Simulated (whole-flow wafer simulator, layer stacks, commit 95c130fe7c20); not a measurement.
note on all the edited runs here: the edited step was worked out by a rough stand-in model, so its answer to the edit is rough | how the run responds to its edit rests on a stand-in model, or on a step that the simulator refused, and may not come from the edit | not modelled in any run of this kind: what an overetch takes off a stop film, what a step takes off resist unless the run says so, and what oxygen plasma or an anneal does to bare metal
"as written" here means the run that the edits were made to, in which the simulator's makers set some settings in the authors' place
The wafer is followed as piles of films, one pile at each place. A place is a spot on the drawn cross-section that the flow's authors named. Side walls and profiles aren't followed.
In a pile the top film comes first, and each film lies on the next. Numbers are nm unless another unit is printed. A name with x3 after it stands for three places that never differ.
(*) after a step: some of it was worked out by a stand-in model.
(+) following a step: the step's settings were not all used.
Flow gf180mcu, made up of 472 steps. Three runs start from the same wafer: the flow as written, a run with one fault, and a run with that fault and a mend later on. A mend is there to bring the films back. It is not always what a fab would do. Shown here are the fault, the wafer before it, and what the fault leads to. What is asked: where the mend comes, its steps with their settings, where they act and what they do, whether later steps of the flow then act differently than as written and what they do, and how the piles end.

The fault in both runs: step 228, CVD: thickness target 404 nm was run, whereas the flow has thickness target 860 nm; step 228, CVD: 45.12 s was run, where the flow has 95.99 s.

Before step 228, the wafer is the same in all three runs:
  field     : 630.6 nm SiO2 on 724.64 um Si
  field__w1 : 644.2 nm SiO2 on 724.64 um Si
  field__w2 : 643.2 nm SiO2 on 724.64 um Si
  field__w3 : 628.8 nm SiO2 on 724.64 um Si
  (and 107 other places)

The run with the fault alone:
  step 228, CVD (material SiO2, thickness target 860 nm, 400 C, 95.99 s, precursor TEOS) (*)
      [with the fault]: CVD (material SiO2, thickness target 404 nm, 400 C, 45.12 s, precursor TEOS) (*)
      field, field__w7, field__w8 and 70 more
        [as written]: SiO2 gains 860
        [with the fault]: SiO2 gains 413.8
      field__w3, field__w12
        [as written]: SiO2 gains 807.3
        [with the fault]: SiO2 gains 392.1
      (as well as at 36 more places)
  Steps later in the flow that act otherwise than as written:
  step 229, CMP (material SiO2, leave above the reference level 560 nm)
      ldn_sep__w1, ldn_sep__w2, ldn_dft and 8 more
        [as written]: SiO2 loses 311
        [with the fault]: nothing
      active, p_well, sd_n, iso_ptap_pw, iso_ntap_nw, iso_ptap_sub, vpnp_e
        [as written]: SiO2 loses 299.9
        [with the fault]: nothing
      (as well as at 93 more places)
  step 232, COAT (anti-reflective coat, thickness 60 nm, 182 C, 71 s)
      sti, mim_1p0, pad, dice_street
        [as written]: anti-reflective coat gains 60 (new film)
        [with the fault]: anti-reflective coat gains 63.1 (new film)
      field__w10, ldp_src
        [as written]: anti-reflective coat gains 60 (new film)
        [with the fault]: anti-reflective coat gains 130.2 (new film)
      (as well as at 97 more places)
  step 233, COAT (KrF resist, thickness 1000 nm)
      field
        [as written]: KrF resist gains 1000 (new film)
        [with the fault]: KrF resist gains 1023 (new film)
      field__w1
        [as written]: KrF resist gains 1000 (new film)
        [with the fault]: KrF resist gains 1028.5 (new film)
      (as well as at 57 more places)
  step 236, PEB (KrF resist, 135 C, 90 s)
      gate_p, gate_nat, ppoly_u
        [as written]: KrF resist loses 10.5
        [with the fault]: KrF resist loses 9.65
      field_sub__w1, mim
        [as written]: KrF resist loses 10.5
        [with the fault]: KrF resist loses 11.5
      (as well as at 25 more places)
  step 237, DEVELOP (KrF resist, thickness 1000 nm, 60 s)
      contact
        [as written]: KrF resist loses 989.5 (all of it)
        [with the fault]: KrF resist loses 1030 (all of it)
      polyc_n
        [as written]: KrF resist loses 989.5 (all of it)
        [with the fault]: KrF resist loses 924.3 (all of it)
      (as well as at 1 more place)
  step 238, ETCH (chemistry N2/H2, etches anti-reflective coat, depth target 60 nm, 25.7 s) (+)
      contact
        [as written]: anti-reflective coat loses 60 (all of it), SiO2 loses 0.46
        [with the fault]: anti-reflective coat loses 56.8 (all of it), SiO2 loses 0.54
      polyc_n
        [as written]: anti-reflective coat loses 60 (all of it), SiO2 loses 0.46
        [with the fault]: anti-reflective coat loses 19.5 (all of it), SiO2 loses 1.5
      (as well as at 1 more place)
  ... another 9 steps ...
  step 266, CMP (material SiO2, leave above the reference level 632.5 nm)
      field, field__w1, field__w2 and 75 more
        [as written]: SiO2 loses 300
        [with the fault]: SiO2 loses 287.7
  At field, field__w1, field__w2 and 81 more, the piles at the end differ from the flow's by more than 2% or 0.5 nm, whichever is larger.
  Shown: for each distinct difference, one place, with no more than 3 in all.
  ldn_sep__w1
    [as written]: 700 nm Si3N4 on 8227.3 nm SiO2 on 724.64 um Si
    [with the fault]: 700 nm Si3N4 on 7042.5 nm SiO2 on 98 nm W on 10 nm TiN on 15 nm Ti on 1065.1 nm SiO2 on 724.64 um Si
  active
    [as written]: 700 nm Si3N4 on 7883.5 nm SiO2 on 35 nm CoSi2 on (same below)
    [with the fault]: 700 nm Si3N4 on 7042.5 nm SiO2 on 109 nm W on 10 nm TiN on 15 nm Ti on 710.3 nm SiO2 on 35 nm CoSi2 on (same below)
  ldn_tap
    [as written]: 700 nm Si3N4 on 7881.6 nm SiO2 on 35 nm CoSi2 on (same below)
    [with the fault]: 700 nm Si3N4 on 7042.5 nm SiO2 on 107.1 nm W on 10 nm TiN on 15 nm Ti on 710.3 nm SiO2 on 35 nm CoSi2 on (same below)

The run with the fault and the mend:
  The mend stands after step 228.
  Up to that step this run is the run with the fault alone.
  step 228a, CVD (material SiO2, thickness target 456 nm, 400 C, 50.9 s, precursor TEOS) (*) (the flow's step 228 again, with other settings)
      field, field__w7, field__w8 and 72 more
        SiO2 gains 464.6
      field__w1, contact, active_hv
        SiO2 gains 455.8
      field_sub, field_sub__w2, sd_p
        SiO2 gains 451.8
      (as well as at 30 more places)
  Steps later in the flow that act otherwise than as written:
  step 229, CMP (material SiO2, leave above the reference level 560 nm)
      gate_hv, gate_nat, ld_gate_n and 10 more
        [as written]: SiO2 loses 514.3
        [with the mend]: SiO2 loses 532.6
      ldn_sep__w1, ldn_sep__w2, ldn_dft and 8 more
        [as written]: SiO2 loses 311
        [with the mend]: SiO2 loses 329.3
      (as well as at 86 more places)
  At every place that both follow, the piles at the end match the flow's.
